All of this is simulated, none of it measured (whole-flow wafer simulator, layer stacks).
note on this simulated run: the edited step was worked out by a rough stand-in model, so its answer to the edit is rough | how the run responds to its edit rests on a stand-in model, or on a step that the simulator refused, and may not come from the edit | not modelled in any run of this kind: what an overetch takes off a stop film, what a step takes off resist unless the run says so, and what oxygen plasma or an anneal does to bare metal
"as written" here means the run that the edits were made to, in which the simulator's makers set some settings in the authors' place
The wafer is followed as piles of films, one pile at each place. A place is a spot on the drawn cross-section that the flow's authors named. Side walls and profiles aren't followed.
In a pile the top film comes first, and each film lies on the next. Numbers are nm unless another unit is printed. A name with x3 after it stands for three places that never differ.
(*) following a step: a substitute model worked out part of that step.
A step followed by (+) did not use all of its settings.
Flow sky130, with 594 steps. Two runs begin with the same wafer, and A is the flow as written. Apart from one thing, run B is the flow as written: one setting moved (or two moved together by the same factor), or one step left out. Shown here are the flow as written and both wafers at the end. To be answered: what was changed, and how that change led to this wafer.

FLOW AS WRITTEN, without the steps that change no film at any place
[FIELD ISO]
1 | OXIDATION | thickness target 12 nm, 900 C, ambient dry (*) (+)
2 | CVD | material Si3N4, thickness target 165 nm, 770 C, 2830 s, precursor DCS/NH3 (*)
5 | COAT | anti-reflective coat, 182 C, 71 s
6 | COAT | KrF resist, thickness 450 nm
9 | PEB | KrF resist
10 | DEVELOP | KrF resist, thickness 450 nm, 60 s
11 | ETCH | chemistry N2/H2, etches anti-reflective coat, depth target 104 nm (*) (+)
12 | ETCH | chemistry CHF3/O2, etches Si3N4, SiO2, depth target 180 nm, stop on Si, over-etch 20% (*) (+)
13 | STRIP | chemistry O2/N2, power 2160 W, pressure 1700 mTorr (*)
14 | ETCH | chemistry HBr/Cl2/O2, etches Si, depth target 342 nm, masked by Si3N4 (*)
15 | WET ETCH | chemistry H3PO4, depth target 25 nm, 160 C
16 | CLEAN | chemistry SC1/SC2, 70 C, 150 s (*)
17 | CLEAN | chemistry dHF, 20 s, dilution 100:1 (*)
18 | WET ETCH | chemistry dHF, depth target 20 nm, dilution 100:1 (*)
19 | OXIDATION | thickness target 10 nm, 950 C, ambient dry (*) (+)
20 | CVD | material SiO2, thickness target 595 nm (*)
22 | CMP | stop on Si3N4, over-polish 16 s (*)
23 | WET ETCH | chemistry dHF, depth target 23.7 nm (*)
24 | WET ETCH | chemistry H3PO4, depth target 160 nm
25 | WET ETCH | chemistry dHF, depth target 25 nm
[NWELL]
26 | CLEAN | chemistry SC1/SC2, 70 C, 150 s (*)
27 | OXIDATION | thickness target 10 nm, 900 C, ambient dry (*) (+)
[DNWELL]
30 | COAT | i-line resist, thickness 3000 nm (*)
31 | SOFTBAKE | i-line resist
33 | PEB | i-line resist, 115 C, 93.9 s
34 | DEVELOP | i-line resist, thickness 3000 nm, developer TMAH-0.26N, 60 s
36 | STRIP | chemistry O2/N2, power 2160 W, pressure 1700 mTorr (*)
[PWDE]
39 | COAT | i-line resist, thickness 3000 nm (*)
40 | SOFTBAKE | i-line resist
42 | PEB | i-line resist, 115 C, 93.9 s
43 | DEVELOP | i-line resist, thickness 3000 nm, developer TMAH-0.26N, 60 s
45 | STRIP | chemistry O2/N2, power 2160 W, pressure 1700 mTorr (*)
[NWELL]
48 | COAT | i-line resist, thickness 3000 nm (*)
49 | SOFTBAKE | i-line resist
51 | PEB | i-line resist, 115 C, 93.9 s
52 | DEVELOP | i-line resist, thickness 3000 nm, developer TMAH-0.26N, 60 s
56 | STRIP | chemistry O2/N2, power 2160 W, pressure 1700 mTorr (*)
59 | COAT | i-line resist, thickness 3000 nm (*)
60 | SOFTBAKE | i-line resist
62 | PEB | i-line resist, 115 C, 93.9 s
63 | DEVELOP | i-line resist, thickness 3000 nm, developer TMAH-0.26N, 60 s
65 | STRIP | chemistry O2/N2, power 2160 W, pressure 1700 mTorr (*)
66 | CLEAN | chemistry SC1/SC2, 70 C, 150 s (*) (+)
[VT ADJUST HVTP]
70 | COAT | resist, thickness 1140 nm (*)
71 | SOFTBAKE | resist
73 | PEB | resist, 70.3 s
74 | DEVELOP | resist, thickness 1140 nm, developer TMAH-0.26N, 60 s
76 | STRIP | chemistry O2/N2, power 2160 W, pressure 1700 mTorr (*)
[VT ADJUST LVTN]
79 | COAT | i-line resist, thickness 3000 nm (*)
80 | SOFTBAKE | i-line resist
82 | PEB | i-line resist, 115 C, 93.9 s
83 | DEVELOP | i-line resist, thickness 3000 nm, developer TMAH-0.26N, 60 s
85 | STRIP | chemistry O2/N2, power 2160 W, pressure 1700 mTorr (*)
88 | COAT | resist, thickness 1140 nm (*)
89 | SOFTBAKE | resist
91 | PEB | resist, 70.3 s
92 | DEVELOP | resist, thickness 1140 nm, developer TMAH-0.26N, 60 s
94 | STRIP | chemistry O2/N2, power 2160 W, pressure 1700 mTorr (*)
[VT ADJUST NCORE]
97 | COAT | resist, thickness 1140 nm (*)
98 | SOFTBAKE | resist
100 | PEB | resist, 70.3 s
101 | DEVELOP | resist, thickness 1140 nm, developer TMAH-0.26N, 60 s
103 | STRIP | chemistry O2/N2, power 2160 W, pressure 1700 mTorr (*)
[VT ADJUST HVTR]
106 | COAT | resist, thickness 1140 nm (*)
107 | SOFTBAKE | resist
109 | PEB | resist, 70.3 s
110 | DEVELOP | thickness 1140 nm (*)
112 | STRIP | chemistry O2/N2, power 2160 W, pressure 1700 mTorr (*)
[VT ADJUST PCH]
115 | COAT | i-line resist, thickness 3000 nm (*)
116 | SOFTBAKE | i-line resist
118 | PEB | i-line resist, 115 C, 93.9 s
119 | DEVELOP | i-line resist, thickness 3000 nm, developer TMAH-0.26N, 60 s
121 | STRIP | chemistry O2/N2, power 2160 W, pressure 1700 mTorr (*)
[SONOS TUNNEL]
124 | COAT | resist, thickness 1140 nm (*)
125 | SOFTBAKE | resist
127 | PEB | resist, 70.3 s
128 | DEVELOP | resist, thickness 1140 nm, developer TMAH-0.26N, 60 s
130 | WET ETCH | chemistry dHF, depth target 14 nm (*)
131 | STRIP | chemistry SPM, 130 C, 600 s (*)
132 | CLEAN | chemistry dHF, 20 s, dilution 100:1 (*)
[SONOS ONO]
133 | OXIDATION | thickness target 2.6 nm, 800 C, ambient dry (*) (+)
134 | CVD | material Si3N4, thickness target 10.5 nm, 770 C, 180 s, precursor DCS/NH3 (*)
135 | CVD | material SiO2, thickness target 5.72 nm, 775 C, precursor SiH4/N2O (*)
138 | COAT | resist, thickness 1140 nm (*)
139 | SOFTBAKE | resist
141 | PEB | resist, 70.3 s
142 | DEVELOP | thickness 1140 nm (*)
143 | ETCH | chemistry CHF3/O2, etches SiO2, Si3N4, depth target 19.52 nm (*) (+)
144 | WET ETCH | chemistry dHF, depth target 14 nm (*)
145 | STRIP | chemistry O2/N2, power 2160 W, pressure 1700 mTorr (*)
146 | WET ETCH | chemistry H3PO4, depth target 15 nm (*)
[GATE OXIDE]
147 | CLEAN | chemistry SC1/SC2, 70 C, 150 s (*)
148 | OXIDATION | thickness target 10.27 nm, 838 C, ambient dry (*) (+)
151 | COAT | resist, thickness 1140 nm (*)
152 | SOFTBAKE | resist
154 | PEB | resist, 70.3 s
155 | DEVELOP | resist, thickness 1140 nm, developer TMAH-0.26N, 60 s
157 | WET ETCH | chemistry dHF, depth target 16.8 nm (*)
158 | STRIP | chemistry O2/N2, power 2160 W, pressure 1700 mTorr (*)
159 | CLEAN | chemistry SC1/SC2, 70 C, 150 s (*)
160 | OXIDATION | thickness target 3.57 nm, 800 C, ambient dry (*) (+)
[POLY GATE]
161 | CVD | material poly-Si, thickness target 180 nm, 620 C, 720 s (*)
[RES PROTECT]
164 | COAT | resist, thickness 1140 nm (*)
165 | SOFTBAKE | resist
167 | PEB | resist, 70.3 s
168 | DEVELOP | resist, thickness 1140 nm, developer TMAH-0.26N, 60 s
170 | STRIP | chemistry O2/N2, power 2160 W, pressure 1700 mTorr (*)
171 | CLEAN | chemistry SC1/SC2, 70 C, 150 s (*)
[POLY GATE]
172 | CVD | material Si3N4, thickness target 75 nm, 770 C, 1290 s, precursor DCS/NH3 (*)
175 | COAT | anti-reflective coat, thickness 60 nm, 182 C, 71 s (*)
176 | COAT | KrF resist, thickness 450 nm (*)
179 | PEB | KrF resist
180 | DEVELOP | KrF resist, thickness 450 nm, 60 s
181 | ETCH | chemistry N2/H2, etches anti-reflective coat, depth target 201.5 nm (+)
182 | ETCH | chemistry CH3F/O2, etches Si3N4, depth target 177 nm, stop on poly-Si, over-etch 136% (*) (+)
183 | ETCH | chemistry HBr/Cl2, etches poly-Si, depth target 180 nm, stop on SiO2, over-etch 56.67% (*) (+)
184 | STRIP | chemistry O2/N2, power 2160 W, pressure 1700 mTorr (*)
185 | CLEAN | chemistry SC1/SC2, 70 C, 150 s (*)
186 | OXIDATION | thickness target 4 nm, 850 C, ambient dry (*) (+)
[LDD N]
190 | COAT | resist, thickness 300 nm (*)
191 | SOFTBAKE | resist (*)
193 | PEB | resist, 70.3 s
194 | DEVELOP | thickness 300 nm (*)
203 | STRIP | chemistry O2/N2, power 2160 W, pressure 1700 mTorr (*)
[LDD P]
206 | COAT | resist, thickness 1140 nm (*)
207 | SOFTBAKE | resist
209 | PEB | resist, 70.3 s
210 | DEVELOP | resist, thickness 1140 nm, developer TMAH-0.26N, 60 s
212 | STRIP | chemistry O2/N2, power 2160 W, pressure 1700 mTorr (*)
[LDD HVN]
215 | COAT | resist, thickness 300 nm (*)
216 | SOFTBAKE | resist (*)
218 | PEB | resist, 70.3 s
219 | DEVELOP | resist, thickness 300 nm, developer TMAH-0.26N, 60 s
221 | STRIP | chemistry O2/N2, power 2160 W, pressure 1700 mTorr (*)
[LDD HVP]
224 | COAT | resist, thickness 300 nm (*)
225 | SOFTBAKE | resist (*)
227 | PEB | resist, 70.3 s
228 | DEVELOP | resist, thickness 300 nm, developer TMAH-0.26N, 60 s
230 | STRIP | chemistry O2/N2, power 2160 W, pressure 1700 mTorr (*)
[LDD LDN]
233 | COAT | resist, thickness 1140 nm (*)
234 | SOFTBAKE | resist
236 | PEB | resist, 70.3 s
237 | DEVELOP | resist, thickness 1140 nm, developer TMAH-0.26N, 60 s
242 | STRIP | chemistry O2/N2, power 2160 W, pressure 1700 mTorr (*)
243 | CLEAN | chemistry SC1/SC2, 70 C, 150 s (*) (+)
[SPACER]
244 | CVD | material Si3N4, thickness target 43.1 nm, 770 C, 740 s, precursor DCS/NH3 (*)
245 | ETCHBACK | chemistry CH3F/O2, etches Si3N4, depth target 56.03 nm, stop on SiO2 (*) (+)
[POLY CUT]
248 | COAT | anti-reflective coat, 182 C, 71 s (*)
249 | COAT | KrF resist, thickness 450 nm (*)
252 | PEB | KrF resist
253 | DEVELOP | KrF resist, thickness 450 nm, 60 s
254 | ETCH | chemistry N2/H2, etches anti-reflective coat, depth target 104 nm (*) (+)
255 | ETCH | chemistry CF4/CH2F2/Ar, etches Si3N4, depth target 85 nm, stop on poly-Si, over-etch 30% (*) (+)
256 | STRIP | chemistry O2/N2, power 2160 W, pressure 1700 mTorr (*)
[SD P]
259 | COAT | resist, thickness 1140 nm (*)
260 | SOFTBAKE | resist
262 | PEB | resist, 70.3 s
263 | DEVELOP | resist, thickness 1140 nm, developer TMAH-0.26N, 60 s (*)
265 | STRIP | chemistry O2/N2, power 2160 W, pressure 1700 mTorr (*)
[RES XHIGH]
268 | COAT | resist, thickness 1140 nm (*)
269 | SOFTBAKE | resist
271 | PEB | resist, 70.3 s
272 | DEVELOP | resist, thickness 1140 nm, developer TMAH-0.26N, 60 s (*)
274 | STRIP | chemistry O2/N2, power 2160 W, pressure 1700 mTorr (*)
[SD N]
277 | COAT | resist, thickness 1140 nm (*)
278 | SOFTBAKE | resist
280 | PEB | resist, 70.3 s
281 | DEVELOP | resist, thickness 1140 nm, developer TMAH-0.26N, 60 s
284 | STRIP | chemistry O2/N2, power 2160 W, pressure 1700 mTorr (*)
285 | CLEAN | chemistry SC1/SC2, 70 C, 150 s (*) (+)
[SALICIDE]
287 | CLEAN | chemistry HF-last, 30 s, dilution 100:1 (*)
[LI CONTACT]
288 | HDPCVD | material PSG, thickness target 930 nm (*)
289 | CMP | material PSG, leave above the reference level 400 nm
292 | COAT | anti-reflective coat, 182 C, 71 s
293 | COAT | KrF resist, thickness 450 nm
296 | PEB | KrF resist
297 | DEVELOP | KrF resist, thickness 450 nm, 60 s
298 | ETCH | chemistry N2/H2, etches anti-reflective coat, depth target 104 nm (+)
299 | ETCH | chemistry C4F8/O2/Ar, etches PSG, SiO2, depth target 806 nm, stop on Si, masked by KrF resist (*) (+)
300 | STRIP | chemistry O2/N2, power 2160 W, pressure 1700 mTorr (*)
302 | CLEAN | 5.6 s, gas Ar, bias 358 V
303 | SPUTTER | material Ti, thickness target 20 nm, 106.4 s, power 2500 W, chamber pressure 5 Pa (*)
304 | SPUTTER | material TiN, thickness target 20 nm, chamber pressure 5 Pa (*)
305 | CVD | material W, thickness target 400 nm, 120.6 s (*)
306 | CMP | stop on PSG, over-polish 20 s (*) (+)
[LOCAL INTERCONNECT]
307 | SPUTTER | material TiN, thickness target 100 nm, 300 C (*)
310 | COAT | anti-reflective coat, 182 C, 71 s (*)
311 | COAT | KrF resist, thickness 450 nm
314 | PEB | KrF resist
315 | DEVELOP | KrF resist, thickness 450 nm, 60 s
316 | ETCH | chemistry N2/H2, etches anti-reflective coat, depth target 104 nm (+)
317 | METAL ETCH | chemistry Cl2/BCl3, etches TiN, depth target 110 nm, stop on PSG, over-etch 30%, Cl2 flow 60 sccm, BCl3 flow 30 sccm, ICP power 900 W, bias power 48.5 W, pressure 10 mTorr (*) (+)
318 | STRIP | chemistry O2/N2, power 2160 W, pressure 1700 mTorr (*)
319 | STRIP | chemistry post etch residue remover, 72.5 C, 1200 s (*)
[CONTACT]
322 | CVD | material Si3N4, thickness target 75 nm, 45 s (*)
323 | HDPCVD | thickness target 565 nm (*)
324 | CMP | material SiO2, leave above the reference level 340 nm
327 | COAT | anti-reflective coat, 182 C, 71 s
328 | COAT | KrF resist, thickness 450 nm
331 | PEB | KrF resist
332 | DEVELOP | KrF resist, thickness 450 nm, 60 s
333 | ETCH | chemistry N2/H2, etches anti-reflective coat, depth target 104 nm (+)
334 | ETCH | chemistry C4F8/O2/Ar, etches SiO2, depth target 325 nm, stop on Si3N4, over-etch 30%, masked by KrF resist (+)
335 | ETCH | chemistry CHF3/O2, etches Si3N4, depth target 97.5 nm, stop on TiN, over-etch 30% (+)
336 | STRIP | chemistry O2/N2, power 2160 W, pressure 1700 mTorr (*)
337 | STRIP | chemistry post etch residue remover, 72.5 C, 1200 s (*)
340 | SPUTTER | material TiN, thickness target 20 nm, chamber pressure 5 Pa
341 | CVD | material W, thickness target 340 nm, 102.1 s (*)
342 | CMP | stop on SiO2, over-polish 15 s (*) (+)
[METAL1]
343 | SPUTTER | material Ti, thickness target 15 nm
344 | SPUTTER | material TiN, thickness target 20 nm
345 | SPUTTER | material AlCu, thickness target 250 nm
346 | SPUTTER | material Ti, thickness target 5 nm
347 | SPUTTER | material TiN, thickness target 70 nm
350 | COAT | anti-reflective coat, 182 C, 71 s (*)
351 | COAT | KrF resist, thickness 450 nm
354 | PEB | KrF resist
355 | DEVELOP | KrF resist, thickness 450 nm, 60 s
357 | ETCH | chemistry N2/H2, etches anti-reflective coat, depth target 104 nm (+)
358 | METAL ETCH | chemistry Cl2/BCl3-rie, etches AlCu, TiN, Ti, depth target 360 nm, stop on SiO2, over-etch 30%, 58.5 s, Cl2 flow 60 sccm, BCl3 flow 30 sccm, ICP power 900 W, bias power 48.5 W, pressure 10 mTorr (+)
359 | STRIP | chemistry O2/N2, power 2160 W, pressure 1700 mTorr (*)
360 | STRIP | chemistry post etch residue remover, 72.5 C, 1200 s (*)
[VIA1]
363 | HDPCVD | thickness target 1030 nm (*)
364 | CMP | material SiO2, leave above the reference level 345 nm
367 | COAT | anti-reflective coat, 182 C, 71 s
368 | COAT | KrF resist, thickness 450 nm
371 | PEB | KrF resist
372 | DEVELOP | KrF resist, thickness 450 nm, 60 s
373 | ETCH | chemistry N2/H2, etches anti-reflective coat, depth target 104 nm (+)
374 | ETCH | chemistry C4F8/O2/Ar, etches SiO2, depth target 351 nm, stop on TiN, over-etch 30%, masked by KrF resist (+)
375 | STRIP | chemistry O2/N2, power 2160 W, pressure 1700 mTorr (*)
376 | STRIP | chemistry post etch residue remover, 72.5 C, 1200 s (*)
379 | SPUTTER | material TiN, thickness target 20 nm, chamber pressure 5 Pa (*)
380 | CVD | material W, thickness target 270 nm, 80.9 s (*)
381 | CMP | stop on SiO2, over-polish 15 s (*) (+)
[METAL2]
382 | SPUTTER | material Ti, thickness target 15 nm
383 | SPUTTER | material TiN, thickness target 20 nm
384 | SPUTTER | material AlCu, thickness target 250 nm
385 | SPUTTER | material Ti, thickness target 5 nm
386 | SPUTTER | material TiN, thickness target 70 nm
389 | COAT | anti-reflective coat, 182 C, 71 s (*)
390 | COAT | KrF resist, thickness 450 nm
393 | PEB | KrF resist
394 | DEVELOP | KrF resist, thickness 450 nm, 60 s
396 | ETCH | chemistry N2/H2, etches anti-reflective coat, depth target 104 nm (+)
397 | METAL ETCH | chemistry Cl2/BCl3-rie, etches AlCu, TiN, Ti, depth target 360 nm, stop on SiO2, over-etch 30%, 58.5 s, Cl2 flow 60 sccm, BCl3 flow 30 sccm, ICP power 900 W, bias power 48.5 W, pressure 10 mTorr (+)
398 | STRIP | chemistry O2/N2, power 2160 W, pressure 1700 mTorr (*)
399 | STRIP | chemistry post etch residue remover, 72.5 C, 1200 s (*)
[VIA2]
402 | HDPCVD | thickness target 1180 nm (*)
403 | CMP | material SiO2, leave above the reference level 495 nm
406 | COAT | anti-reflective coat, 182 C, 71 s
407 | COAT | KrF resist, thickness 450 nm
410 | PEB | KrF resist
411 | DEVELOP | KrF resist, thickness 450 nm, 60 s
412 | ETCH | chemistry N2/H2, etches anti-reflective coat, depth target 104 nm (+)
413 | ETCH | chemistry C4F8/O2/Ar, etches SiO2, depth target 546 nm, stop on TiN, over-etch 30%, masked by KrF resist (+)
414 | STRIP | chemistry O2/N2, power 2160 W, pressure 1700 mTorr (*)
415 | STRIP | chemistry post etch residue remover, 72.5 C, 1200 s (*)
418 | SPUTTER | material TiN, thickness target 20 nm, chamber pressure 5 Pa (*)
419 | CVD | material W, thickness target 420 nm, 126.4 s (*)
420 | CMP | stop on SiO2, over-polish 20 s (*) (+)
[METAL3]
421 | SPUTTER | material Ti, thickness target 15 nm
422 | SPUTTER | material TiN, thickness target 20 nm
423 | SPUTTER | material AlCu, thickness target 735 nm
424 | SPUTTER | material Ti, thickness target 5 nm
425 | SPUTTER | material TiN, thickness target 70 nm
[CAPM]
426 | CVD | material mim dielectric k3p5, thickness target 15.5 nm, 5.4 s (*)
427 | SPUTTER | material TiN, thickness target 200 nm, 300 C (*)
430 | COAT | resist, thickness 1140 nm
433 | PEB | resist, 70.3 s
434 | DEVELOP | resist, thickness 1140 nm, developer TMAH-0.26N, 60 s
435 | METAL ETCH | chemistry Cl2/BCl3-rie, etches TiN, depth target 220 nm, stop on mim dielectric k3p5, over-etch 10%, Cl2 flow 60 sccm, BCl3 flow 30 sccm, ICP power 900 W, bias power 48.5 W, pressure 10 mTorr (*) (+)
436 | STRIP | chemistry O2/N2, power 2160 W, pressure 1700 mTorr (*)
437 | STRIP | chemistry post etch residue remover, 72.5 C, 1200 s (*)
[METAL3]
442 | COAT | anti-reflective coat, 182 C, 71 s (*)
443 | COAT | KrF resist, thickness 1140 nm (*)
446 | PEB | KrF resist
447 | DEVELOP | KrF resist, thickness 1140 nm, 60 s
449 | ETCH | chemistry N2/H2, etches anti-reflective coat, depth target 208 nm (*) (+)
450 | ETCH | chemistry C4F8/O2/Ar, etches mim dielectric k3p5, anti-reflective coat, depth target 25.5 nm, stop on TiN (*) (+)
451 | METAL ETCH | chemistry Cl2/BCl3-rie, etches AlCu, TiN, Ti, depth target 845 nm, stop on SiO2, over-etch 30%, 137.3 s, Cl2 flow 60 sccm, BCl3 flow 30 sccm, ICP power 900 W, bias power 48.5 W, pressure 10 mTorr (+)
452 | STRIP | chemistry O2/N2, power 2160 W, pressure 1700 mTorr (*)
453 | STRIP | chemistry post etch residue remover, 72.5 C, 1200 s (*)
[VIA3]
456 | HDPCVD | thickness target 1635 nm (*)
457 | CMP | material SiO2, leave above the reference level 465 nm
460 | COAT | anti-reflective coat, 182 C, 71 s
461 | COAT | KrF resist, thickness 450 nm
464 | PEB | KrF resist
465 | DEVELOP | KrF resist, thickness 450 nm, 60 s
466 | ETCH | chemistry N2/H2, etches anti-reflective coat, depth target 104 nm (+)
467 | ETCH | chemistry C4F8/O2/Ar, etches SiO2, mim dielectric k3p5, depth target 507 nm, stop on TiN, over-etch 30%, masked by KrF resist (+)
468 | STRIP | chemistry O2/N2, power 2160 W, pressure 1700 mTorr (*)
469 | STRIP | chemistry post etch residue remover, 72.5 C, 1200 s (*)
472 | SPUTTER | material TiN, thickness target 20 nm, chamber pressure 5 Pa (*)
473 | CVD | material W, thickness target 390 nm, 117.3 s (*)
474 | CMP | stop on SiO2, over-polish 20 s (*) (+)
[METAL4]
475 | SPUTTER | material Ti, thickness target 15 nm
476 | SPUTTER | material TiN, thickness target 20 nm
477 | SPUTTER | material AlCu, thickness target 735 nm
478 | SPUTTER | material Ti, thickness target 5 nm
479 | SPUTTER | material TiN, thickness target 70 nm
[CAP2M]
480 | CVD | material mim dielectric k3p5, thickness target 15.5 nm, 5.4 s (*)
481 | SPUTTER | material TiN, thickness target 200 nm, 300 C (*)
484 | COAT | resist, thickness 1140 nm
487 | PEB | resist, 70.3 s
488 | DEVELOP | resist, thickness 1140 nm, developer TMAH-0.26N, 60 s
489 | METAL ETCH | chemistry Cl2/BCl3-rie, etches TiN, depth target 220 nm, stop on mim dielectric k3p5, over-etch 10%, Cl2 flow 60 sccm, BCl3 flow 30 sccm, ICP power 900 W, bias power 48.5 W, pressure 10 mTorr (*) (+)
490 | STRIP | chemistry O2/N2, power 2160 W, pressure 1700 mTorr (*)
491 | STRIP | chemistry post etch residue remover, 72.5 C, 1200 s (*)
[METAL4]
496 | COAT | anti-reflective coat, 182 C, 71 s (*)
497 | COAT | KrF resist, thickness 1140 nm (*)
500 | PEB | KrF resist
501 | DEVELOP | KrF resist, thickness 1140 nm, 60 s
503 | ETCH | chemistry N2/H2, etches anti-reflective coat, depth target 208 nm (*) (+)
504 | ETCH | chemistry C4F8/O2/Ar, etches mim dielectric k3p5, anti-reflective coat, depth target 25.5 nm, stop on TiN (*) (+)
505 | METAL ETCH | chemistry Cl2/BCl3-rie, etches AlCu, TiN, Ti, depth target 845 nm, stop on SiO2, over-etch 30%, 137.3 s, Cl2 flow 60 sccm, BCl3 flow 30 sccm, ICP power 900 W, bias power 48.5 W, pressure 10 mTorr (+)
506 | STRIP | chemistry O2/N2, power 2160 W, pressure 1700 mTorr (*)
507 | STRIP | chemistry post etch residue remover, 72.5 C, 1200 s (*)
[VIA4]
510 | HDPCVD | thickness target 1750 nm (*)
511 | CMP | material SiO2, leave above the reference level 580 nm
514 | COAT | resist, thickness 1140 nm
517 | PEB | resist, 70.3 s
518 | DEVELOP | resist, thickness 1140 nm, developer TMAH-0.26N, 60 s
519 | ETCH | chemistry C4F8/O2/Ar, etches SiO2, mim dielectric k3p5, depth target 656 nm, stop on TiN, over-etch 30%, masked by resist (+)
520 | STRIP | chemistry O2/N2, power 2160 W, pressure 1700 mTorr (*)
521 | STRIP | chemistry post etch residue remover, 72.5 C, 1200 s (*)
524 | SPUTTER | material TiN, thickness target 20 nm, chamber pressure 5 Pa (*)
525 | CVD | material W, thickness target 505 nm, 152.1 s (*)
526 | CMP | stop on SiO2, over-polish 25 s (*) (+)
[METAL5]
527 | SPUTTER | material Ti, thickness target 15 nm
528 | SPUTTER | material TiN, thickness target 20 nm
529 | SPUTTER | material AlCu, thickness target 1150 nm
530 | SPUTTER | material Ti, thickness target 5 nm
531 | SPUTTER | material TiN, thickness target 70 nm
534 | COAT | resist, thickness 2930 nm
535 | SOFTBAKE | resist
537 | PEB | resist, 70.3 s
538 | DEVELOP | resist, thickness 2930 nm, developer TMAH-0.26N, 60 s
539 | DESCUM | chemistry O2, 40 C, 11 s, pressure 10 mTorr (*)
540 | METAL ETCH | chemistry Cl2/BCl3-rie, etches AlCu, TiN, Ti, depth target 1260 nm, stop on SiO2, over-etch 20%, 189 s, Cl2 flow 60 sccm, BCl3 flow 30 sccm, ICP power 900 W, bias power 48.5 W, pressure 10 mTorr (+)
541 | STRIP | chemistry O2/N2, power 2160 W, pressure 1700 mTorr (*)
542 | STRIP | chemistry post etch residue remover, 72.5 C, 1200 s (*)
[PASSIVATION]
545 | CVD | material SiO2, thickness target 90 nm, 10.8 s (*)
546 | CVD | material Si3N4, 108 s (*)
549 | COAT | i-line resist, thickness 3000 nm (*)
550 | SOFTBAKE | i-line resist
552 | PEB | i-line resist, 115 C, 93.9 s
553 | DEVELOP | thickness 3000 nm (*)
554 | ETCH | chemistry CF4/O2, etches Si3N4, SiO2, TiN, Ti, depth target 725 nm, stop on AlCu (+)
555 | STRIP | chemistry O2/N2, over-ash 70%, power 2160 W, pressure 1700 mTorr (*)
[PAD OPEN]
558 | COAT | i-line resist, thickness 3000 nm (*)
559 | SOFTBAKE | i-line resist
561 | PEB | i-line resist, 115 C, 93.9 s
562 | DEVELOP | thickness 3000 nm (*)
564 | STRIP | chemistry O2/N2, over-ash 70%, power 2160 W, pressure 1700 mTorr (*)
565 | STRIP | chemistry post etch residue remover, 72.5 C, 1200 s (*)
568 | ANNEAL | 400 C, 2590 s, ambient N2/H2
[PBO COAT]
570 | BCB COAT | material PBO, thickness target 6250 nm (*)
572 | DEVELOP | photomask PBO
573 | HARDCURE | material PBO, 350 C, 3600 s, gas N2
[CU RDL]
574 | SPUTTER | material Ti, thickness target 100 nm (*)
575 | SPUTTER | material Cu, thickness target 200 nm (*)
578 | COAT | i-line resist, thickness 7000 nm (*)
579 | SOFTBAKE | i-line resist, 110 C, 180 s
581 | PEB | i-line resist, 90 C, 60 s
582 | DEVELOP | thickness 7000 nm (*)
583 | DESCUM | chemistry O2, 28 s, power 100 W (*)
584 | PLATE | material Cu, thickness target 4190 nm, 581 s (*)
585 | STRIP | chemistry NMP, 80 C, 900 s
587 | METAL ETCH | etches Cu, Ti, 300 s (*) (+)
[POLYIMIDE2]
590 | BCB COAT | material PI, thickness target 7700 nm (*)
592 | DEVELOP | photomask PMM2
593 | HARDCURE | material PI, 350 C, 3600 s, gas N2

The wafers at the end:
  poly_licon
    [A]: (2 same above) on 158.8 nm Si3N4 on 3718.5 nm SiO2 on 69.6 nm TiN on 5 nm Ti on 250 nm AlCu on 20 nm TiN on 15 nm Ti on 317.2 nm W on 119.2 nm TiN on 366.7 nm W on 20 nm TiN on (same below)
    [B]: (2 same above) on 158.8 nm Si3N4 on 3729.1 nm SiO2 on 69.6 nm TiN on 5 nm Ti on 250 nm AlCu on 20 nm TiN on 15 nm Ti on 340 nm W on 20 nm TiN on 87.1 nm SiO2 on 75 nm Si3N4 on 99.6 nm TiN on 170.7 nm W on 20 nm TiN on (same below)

What caused this: step 305, CVD: thickness target 170 nm was run, though the flow has thickness target 400 nm; step 305, CVD: 51.24 s was run, where the flow has 120.6 s.

How this came from the change, step by step:
  305 | CVD | material W, thickness target 400 nm, 120.6 s (*)
      field, active, n_well and 185 more: A W gains 400 (new film) | B W gains 170.7 (new film)
      ndiff_licon: A W gains 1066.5 (new film) | B W gains 837.3 (new film)
      (and at 2 other places as well)
  306 | CMP | stop on PSG, over-polish 20 s (*) (+)
      poly_licon: A W loses 33.3 | B nothing
      field, active, n_well and 184 more: A W loses 400 (all of it), TiN loses 20 (all of it), Ti loses 20 (all of it), PSG loses 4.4 | B W loses 170.7 (all of it), TiN loses 20 (all of it), Ti loses 20 (all of it), PSG loses 4.4
      (and at 3 other places as well)
  310 | COAT | anti-reflective coat, 182 C, 71 s (*)
      poly_licon: A anti-reflective coat gains 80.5 (new film) | B anti-reflective coat gains 276.4 (new film)
  318 | STRIP | chemistry O2/N2, power 2160 W, pressure 1700 mTorr (*)
      poly_licon: A KrF resist loses 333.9 (all of it), anti-reflective coat loses 80.5 (all of it) | B KrF resist loses 333.9 (all of it), anti-reflective coat loses 276.4 (all of it)
  324 | CMP | material SiO2, leave above the reference level 340 nm
      poly_licon: A SiO2 loses 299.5 | B SiO2 loses 103.5
  334 | ETCH | chemistry C4F8/O2/Ar, etches SiO2, depth target 325 nm, stop on Si3N4, over-etch 30%, masked by KrF resist (+)
      poly_licon: A SiO2 loses 264.9 (all of it) | B SiO2 loses 325
  335 | ETCH | chemistry CHF3/O2, etches Si3N4, depth target 97.5 nm, stop on TiN, over-etch 30% (+)
      poly_licon: A Si3N4 loses 75 (all of it) | B SiO2 loses 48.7
  340 | SPUTTER | material TiN, thickness target 20 nm, chamber pressure 5 Pa
      poly_licon: A TiN gains 20 | B TiN gains 20 (new film)
  342 | CMP | stop on SiO2, over-polish 15 s (*) (+)
      poly_licon: A W loses 22.8 | B nothing
  350 | COAT | anti-reflective coat, 182 C, 71 s (*)
      poly_licon: A anti-reflective coat gains 80.5 (new film) | B anti-reflective coat gains 91.1 (new film)
  359 | STRIP | chemistry O2/N2, power 2160 W, pressure 1700 mTorr (*)
      poly_licon: A KrF resist loses 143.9 (all of it), anti-reflective coat loses 80.5 (all of it) | B KrF resist loses 143.9 (all of it), anti-reflective coat loses 91.1 (all of it)
Taking metal films that touch as one body, poly_licon has 3 bodies (between them, from the top down: SiO2 87.1 / Si3N4 75; void 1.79); the flow as written gives 2 bodies (between them, from the top down: void 1.79).
